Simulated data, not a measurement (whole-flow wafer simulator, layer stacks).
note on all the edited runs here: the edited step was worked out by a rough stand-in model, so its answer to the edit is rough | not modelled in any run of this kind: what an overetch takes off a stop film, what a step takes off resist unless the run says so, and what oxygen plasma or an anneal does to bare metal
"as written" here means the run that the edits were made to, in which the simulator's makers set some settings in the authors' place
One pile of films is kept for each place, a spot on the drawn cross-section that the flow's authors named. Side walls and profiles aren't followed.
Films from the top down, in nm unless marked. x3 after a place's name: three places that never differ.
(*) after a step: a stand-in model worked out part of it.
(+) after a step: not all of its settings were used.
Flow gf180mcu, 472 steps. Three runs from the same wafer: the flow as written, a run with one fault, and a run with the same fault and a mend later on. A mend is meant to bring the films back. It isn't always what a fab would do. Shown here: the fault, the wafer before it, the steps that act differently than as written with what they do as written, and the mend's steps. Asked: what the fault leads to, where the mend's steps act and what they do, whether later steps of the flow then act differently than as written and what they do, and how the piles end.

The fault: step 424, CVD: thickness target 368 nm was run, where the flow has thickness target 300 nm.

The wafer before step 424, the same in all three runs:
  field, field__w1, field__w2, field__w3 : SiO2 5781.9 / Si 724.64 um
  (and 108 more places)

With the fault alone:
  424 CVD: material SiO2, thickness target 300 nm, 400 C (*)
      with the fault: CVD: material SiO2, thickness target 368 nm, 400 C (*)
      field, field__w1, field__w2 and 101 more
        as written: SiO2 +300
        with the fault: SiO2 +368
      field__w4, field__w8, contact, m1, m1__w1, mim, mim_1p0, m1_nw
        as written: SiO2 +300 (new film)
        with the fault: SiO2 +368 (new film)
  Later steps of the flow that act differently than as written (2 more steps differ only slightly, by at most 2% or 0.5 nm, whichever is larger, and aren't shown):
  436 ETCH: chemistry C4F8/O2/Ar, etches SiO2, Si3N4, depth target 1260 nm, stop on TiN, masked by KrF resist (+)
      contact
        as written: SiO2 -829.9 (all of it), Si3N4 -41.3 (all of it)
        with the fault: SiO2 -897.9 (all of it), Si3N4 -41.3 (all of it)
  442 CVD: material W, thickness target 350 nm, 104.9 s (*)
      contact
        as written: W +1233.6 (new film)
        with the fault: W +1302.1 (new film)
  At the end the piles differ from the flow's by more than 2% or 0.5 nm, whichever is larger, at field__w4, field__w8, contact, m1, m1__w1, mim, mim_1p0, m1_nw.
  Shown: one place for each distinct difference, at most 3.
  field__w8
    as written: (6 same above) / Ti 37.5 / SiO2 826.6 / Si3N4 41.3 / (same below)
    with the fault: (6 same above) / Ti 37.5 / SiO2 894.6 / Si3N4 41.3 / (same below)
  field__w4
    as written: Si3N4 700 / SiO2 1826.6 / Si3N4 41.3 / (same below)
    with the fault: Si3N4 700 / SiO2 1894.6 / Si3N4 41.3 / (same below)
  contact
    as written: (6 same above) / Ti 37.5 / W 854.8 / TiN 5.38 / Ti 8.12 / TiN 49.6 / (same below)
    with the fault: (6 same above) / Ti 37.5 / W 923.3 / TiN 5.17 / Ti 7.81 / TiN 49.6 / (same below)

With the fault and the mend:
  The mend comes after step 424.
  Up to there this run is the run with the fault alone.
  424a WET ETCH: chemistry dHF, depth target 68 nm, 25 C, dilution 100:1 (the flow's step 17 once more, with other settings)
      field, field__w1, field__w2 and 109 more
        SiO2 -68
  No later step of the flow acts differently than as written at any place that is followed.
  At the end the piles are the same as the flow's at every place that both follow.
